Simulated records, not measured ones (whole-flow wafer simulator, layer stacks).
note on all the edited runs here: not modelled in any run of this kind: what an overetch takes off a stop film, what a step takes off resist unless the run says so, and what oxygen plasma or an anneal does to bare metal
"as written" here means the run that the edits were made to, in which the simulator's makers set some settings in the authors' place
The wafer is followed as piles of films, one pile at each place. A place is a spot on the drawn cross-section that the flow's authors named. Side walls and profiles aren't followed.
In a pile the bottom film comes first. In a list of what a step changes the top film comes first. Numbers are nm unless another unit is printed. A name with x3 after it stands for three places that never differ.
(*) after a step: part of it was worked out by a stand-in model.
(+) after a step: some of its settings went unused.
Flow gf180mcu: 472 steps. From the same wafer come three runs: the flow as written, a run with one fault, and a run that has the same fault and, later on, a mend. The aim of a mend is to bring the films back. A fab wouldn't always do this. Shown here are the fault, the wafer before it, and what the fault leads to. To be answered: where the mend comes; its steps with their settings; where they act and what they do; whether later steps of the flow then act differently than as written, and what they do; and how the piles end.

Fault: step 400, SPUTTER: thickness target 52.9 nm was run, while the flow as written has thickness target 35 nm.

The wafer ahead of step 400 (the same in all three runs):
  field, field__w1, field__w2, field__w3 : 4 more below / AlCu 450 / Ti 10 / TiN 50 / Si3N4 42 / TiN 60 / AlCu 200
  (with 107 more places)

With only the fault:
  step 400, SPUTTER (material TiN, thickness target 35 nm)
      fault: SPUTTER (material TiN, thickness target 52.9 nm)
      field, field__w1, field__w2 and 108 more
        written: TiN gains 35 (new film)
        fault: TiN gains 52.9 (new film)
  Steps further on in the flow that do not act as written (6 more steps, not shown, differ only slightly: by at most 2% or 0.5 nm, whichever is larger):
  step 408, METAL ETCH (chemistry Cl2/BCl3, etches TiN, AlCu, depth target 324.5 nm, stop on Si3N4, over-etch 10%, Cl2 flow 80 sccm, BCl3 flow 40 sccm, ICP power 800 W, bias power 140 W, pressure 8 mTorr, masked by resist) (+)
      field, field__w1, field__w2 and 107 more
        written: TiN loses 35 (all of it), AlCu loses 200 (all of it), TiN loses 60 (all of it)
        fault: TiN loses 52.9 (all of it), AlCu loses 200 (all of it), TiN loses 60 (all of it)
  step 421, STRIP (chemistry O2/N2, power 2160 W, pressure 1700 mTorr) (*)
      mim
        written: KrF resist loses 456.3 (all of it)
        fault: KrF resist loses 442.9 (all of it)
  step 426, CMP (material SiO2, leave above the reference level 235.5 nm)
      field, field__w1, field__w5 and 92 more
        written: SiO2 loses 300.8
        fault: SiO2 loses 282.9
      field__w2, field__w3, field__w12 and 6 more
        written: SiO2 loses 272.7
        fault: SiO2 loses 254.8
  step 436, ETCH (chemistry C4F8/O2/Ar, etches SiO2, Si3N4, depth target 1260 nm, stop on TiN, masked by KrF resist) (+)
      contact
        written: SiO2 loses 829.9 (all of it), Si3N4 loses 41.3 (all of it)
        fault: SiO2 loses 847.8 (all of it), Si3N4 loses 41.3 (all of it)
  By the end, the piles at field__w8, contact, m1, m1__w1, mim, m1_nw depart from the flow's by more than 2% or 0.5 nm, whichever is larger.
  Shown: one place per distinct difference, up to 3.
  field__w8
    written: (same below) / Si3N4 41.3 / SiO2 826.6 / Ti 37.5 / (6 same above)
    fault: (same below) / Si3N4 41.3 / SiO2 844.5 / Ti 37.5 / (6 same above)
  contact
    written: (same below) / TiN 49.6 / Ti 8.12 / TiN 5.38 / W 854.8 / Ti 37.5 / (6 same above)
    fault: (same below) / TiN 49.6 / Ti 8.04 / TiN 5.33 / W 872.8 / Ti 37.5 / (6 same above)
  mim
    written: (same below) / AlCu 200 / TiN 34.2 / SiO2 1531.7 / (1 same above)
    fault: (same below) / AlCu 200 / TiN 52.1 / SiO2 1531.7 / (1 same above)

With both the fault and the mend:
  The mend stands after step 407.
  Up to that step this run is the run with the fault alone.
  step 407a, STRIP (chemistry O2/N2, power 2160 W, pressure 1700 mTorr) (*)
      mim
        resist loses 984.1 (all of it)
  step 407b, METAL ETCH (chemistry Cl2/BCl3, etches TiN, AlCu, Ti, depth target 17.9 nm, Cl2 flow 80 sccm, BCl3 flow 40 sccm, ICP power 800 W, bias power 140 W, pressure 8 mTorr) (the flow's step 260 again, with other settings)
      field, field__w1, field__w2 and 108 more
        TiN loses 17.9
  step 407c, HMDS (120 C, 60 s) (the flow's step 402 again)
      does not change any film at any place that is followed
  step 407d, COAT (resist, thickness 1000 nm) (the flow's step 403 again)
      field, field__w1, field__w2 and 108 more
        resist gains 1000 (new film)
  step 407e, SOFTBAKE (resist) (the flow's step 404 again)
      does not change any film at any place that is followed
  step 407f, EXPOSE (photomask FuseTop) (the flow's step 405 again)
      does not change any film at any place that is followed
  step 407g, PEB (resist, 70.3 s) (the flow's step 406 again)
      field, field__w1, field__w2 and 108 more
        resist loses 15.9
  step 407h, DEVELOP (thickness 1000 nm, 60 s) (the flow's step 407 again)
      field, field__w1, field__w2 and 107 more
        resist loses 984.1 (all of it)
  None of the later steps of the flow acts differently than as written at any place that is followed.
  At every place that both follow, the piles at the end match the flow's.
